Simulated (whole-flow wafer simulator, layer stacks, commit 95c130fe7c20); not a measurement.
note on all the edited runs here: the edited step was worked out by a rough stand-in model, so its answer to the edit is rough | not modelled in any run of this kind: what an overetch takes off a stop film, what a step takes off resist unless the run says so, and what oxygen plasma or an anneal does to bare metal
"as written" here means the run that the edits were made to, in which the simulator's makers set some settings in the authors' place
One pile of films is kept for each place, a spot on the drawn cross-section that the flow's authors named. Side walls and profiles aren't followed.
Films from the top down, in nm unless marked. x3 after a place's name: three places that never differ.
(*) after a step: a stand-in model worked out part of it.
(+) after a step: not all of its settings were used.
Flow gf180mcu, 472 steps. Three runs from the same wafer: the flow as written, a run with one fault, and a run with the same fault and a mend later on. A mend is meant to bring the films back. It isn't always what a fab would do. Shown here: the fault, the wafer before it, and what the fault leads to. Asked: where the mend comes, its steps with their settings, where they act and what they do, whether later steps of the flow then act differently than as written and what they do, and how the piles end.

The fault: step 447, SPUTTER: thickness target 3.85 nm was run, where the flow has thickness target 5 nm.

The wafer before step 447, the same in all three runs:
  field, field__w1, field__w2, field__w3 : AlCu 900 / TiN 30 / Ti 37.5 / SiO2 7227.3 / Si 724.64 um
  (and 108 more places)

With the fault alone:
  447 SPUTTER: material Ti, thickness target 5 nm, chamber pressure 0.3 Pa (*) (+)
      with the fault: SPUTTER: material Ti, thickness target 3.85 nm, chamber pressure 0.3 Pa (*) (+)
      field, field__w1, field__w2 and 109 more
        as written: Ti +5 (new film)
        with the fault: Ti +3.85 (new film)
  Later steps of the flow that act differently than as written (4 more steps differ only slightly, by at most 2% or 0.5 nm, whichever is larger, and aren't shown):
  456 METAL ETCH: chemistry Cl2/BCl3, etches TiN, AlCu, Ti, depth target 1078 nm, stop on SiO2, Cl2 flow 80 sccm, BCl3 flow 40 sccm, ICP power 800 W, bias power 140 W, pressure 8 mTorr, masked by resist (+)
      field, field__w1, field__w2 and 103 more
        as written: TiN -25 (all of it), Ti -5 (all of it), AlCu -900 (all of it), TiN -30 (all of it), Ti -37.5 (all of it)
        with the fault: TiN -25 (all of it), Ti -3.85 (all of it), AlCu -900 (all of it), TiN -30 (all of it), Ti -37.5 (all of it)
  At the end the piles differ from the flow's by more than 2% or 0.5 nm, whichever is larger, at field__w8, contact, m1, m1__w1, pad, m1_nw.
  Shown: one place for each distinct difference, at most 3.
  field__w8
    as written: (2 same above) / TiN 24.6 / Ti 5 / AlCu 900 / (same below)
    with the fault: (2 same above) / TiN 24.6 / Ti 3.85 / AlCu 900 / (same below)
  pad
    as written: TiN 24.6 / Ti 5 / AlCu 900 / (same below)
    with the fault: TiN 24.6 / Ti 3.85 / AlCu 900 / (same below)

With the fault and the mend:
  The mend comes after step 447.
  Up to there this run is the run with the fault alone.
  447a SPUTTER: material Ti, thickness target 1.15 nm, chamber pressure 0.3 Pa (*) (+) (the flow's step 447 once more, with other settings)
      field, field__w1, field__w2 and 109 more
        Ti +1.15
  No later step of the flow acts differently than as written at any place that is followed.
  At the end the piles are the same as the flow's at every place that both follow.
